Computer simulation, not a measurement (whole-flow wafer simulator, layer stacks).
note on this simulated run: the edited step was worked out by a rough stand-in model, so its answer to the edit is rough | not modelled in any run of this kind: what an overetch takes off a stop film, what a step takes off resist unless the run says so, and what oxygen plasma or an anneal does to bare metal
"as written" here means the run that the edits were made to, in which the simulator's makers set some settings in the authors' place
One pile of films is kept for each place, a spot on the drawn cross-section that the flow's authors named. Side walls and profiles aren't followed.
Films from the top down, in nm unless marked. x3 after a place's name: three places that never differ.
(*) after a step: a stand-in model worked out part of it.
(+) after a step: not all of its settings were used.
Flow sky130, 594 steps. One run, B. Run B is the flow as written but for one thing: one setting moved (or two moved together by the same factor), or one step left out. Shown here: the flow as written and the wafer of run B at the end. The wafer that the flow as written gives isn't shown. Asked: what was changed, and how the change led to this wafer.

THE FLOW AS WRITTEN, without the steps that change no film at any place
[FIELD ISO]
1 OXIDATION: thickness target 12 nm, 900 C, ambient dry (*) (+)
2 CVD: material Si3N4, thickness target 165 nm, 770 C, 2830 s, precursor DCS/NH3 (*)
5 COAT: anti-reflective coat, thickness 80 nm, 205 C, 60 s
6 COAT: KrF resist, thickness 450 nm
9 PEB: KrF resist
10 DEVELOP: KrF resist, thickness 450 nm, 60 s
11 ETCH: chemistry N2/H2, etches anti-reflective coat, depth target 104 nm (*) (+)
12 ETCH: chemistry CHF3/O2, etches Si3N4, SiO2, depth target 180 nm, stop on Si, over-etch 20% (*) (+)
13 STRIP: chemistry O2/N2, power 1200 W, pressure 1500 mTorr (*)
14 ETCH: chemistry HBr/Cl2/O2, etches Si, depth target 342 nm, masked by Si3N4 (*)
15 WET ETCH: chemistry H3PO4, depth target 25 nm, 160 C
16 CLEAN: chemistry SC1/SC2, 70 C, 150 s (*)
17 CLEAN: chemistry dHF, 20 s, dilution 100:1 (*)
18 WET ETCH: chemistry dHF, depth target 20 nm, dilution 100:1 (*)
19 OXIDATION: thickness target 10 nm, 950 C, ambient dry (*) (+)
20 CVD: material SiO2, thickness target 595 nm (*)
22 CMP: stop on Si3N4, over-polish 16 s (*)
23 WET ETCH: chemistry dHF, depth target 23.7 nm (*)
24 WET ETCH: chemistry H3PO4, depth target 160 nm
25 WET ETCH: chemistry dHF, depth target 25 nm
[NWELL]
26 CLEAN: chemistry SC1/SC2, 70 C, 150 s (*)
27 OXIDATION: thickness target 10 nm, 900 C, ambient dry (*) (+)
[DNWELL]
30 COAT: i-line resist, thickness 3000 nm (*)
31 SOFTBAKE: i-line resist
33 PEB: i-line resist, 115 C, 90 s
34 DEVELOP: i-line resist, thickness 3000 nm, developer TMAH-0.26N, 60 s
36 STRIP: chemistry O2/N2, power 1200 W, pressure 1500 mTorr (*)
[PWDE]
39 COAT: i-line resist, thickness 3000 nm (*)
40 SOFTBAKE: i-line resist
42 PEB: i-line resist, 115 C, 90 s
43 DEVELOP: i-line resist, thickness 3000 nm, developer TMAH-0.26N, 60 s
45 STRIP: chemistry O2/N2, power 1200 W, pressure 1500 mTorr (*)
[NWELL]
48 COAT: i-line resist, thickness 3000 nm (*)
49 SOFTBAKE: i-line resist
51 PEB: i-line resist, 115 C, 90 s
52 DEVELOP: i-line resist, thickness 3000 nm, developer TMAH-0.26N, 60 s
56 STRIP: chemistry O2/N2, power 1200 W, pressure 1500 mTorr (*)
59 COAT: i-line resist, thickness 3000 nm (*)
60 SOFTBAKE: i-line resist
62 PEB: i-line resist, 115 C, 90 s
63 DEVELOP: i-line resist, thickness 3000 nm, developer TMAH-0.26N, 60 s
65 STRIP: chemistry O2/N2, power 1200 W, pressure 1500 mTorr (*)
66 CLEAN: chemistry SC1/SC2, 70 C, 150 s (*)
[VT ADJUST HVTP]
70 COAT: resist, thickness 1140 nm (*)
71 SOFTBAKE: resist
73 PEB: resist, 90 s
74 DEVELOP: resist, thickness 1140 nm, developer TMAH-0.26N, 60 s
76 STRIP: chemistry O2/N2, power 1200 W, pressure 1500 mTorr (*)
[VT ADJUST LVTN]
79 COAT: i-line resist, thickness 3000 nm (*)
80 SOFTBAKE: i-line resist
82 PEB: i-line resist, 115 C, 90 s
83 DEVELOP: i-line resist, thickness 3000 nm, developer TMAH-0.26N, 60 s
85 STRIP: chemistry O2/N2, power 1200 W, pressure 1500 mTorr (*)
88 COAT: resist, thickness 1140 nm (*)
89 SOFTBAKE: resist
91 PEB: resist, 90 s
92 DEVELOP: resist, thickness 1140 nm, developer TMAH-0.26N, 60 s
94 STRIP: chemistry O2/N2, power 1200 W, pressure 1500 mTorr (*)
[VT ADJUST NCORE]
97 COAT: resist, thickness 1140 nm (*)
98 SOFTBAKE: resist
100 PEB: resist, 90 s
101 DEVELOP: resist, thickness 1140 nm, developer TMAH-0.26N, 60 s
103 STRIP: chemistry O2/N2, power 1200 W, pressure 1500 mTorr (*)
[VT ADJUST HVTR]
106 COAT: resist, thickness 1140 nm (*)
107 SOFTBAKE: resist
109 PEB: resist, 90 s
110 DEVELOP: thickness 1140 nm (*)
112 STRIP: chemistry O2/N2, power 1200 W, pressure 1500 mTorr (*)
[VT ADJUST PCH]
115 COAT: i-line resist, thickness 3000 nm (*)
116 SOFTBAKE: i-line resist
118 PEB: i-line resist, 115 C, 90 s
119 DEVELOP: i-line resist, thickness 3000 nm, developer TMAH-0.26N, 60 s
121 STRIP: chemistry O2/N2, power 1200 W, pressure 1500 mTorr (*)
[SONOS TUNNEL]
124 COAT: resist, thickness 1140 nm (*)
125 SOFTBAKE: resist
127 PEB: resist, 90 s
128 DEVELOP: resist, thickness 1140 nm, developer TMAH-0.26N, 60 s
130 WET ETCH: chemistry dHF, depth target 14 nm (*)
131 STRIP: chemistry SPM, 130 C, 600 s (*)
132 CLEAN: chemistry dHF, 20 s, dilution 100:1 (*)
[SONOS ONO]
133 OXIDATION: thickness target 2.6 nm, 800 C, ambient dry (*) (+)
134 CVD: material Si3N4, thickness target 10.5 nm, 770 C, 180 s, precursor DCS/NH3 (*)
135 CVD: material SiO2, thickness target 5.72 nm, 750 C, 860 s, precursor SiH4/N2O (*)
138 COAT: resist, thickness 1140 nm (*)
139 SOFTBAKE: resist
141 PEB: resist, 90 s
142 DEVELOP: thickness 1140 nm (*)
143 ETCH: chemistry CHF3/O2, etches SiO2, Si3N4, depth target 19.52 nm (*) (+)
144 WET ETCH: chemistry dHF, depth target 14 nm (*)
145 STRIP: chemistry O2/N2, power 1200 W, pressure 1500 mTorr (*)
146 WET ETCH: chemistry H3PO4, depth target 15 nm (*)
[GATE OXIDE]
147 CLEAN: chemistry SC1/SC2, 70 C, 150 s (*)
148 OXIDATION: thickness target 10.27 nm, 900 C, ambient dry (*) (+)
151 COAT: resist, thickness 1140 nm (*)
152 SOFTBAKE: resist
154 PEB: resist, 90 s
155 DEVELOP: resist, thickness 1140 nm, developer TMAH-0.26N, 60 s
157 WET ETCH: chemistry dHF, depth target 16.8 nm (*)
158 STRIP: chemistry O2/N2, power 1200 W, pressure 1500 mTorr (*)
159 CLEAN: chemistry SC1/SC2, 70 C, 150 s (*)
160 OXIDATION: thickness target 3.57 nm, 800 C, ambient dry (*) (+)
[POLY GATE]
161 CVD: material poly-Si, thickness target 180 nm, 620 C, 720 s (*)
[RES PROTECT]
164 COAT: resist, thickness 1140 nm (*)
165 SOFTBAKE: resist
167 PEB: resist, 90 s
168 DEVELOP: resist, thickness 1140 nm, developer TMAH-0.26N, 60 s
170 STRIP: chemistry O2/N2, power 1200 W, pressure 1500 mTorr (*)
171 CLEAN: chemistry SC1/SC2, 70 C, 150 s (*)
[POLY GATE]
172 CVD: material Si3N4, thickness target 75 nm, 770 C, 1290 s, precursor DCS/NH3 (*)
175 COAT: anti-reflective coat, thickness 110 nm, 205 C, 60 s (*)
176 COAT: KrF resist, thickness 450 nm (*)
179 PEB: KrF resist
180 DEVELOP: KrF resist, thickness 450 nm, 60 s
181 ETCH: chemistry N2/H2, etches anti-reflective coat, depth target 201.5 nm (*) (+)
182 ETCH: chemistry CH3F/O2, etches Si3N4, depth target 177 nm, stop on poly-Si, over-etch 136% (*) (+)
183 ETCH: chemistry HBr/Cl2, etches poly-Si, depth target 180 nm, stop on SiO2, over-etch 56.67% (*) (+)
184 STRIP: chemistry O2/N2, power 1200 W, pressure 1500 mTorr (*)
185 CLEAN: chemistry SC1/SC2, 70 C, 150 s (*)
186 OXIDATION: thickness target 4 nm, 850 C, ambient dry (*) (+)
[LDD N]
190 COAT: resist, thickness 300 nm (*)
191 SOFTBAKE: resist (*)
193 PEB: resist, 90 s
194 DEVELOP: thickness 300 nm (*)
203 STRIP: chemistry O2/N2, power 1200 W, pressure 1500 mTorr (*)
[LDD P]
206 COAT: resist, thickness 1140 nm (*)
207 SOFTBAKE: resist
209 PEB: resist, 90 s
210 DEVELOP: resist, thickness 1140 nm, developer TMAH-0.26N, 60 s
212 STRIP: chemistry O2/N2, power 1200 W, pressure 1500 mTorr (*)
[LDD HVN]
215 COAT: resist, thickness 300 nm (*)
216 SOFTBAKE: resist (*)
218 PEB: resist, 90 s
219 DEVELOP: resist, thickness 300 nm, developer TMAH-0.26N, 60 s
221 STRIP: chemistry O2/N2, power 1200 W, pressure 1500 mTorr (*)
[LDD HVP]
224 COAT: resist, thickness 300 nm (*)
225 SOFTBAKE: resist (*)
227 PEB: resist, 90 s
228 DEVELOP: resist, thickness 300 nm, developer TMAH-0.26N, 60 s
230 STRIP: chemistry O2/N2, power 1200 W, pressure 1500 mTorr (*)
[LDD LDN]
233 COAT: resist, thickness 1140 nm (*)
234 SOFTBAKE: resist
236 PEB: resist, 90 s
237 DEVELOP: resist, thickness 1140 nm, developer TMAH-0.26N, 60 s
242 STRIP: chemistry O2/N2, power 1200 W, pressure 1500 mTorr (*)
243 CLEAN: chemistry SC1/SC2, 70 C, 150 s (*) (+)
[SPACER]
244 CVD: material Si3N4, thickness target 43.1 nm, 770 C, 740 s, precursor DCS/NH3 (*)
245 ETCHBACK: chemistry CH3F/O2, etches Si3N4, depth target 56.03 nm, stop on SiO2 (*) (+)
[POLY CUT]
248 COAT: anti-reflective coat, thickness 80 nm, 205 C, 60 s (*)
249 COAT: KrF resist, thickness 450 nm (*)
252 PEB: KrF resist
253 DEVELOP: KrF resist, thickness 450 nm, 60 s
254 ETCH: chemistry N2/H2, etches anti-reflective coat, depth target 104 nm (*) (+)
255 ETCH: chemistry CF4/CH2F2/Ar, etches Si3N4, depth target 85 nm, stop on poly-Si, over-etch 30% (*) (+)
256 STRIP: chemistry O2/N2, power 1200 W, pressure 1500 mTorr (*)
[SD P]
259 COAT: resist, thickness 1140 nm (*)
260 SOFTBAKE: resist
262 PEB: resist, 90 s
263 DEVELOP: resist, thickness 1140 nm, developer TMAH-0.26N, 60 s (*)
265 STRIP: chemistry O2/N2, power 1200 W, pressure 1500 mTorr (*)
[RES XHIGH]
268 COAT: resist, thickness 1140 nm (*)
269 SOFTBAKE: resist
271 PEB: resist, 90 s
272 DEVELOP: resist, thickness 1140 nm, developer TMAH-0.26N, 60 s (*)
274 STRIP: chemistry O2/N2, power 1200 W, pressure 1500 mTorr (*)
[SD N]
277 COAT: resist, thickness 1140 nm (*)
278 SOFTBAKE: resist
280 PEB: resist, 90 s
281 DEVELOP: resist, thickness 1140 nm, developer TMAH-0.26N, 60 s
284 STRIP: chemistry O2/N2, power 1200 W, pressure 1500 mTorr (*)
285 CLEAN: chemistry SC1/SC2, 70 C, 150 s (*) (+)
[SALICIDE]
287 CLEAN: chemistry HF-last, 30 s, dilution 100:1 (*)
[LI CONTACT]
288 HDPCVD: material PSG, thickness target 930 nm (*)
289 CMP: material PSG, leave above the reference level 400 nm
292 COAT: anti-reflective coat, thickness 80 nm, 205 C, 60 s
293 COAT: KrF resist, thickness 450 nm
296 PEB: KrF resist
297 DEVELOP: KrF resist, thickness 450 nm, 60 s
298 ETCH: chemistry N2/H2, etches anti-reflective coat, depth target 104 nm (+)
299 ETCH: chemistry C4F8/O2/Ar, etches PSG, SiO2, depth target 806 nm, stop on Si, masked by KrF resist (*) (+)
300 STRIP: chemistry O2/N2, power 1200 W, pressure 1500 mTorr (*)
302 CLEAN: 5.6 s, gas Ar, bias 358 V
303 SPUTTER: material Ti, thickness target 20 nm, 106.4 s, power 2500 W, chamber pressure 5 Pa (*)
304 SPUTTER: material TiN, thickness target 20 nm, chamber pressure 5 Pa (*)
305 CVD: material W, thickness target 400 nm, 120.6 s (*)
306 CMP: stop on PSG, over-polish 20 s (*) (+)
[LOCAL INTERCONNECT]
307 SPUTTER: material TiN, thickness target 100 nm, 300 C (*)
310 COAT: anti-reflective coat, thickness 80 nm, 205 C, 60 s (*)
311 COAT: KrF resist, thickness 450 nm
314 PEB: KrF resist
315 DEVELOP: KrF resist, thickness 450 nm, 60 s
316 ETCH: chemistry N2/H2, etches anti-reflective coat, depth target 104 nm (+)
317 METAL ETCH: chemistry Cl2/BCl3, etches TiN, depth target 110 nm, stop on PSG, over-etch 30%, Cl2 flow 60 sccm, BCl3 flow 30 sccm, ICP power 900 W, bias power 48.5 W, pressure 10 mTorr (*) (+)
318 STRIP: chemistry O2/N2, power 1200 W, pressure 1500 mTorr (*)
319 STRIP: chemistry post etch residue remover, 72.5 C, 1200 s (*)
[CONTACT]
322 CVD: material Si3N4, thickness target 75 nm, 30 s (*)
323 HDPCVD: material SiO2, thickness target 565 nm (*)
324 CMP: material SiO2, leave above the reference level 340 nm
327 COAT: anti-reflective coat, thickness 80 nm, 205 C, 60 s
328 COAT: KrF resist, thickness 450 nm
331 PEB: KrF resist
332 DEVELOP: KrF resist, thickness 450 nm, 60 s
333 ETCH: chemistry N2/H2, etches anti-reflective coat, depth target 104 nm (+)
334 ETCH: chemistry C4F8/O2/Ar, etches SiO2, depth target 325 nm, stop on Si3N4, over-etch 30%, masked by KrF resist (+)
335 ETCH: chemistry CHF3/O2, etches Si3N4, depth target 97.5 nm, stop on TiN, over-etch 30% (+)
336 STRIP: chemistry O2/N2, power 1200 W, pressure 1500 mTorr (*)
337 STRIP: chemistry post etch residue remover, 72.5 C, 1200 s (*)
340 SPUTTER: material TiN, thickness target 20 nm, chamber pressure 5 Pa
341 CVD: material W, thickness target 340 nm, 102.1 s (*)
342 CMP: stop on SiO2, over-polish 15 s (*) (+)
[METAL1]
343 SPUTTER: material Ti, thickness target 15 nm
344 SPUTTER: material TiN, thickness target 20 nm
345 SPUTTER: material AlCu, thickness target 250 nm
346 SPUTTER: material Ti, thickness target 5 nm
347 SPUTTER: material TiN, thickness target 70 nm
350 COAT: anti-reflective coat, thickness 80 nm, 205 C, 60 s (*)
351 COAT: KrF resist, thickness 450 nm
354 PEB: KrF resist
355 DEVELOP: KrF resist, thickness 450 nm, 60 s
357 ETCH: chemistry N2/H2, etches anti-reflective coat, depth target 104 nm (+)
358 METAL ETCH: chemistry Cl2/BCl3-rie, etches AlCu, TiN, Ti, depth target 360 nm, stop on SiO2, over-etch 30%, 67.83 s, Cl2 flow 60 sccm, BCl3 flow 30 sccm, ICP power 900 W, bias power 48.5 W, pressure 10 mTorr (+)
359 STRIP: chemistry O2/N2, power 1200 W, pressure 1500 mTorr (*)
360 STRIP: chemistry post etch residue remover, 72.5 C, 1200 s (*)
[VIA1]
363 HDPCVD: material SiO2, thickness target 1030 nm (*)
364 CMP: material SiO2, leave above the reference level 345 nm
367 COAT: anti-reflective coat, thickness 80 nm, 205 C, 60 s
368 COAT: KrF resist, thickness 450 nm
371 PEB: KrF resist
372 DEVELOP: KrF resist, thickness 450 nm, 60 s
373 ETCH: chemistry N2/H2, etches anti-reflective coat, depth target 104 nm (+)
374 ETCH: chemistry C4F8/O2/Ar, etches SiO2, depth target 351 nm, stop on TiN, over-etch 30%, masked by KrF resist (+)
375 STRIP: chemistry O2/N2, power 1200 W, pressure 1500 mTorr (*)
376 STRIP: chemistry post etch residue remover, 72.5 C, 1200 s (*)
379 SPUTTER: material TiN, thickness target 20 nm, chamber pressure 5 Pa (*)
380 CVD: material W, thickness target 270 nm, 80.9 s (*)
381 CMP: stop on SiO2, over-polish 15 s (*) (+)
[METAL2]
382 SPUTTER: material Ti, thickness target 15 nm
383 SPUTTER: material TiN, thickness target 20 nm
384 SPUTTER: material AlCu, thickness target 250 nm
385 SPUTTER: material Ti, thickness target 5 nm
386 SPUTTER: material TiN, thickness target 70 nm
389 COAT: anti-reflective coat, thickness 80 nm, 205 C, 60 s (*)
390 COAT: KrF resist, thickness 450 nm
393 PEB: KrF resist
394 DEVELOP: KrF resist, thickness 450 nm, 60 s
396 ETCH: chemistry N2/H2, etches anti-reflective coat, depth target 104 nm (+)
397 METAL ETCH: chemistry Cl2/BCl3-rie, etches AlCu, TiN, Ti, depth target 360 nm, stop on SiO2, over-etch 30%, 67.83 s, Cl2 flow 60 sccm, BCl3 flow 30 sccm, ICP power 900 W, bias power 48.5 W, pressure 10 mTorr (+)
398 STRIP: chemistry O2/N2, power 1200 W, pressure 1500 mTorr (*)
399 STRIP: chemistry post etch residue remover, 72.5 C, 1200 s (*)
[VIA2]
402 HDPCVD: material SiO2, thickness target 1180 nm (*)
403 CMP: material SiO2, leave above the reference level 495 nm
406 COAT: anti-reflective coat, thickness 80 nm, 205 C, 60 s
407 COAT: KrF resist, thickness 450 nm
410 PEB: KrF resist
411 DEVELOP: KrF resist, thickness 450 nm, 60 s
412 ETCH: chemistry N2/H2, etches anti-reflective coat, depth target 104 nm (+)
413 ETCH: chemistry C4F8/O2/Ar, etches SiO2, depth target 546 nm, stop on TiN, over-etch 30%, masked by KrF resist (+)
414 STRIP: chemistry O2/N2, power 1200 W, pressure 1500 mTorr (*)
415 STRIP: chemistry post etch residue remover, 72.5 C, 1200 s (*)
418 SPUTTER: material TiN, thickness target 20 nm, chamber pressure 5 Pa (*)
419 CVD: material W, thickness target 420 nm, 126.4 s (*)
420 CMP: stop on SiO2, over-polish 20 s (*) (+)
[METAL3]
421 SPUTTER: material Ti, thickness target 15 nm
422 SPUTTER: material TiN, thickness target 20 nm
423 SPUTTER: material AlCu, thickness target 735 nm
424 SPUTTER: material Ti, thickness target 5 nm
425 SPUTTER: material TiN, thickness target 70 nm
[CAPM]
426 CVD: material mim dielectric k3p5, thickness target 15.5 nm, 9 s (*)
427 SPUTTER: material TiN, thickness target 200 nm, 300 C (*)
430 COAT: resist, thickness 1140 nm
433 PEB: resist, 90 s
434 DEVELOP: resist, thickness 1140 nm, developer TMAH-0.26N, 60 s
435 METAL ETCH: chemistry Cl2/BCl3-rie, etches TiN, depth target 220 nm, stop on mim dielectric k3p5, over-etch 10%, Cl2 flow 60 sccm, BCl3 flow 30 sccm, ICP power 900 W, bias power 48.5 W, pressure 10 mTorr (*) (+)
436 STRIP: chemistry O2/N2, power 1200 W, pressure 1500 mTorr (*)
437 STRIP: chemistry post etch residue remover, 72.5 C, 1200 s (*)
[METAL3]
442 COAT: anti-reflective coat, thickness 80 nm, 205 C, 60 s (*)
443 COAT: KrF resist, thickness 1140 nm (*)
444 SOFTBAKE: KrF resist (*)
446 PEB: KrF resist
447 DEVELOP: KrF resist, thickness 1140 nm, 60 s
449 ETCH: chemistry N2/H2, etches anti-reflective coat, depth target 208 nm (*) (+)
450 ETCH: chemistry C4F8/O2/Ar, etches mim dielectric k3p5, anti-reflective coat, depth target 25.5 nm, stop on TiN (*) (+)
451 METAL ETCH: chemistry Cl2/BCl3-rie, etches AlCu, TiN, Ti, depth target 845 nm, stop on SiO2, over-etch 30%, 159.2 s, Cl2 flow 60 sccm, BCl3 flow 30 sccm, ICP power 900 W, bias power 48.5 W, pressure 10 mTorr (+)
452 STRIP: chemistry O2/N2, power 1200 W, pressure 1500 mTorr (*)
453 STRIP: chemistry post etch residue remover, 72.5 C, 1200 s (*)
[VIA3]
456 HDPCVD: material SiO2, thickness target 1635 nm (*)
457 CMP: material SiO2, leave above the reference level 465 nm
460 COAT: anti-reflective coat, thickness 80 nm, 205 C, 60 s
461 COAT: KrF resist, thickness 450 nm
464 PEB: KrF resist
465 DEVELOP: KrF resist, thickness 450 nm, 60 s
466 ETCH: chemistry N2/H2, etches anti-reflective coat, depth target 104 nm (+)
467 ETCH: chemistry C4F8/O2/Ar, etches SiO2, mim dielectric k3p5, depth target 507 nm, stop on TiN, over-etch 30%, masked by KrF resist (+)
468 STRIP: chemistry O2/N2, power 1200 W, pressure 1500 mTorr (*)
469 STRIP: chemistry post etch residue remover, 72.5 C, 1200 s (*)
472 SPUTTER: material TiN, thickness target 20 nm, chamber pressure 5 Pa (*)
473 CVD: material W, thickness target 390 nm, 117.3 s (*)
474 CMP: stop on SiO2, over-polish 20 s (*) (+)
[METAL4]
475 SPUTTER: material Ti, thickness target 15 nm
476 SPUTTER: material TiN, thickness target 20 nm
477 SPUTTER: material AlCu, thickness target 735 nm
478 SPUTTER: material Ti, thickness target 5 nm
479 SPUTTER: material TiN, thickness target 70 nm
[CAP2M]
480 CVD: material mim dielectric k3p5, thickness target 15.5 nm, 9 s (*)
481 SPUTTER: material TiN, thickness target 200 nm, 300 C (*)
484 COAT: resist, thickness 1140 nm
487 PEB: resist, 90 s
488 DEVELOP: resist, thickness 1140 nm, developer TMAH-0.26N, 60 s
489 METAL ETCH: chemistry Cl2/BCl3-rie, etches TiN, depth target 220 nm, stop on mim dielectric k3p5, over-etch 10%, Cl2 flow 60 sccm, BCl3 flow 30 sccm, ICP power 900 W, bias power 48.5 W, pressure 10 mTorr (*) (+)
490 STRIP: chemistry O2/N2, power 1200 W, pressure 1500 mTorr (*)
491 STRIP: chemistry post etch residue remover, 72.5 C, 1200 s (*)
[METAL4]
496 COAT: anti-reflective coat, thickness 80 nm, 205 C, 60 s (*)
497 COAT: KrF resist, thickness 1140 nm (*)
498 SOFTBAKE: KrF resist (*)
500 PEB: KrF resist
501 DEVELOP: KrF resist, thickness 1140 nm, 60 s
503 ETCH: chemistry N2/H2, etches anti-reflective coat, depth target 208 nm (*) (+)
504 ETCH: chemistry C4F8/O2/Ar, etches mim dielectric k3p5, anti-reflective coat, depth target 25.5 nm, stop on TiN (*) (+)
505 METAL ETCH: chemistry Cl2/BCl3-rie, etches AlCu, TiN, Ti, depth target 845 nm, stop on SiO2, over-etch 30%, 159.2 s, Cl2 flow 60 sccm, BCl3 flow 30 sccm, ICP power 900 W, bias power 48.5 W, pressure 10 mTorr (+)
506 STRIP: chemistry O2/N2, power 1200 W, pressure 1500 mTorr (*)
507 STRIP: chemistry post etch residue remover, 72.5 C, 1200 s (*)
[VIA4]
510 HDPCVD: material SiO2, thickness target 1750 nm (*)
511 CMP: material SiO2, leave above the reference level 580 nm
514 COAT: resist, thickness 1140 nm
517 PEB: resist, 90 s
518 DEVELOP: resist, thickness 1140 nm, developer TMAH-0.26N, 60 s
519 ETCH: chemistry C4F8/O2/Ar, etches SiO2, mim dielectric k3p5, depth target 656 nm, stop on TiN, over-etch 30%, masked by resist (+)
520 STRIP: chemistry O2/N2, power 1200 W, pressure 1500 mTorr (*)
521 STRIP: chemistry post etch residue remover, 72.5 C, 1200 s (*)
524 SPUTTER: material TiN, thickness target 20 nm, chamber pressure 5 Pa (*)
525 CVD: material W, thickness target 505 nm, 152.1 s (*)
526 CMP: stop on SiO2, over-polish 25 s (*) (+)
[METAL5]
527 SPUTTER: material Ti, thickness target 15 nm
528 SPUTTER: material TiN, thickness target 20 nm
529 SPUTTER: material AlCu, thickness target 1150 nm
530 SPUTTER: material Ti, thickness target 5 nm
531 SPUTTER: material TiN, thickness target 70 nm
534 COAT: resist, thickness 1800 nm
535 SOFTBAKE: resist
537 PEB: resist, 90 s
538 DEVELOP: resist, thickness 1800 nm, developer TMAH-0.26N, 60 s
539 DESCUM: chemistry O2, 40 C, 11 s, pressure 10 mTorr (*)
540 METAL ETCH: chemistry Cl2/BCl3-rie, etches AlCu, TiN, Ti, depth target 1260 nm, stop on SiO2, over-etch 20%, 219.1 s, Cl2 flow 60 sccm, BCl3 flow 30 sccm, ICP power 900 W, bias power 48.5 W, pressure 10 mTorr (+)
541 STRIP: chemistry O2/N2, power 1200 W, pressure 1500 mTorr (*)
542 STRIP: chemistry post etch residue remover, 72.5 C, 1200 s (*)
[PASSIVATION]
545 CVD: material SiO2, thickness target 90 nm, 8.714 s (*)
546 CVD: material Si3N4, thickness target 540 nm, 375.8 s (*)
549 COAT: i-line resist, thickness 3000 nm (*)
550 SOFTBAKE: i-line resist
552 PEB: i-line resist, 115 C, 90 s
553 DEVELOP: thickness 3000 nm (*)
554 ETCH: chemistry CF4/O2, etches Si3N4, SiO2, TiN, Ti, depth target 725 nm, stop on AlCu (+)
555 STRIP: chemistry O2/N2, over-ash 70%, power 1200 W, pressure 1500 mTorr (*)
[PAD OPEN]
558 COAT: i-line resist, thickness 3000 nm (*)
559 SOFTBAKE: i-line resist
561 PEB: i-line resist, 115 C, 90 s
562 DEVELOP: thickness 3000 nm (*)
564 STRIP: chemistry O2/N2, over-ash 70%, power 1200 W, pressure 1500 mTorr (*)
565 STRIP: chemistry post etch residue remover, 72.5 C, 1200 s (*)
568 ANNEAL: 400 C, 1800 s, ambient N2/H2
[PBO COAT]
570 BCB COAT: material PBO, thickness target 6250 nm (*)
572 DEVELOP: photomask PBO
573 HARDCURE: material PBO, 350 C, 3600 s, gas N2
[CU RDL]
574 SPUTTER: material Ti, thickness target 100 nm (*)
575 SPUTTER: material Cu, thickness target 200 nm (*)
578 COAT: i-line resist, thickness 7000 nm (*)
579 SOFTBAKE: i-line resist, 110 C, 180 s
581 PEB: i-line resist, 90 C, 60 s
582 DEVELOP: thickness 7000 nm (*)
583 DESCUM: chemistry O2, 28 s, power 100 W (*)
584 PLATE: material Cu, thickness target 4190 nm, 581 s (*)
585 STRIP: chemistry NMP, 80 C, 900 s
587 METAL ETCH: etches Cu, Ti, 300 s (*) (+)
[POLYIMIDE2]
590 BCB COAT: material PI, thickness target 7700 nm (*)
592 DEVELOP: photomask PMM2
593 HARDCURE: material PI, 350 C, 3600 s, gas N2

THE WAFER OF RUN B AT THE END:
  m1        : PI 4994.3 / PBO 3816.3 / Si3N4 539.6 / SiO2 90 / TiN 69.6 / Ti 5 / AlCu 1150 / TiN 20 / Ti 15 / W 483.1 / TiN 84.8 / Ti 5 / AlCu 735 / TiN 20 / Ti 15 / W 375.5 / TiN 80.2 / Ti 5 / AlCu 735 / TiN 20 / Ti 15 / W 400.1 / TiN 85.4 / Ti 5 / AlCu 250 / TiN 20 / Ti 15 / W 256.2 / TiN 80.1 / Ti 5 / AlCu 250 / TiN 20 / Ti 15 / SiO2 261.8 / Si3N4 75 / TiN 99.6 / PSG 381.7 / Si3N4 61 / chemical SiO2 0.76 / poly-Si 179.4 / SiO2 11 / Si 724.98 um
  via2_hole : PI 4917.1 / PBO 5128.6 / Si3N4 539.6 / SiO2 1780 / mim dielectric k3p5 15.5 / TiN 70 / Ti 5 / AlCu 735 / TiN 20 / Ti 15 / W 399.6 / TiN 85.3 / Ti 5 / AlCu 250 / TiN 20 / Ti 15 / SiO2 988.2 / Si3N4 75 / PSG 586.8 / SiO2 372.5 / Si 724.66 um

The cause: step 418, SPUTTER: thickness target 32 nm was run, where the flow has thickness target 20 nm.

How the change led to this, step by step:
  418 SPUTTER: material TiN, thickness target 20 nm, chamber pressure 5 Pa (*)
      field, active, n_well and 186 more: TiN +32 (new film) (as written it would be: TiN +20 (new film))
      m1, via2_hole: TiN +16.2 (as written it would be: TiN +10.2)
  420 CMP: stop on SiO2, over-polish 20 s (*) (+)
      field, active, n_well and 186 more: W -420 (all of it), TiN -32 (all of it), SiO2 -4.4 (as written it would be: W -420 (all of it), TiN -20 (all of it), SiO2 -4.4)
      m1, via2_hole: W -457 (as written it would be: W -445)
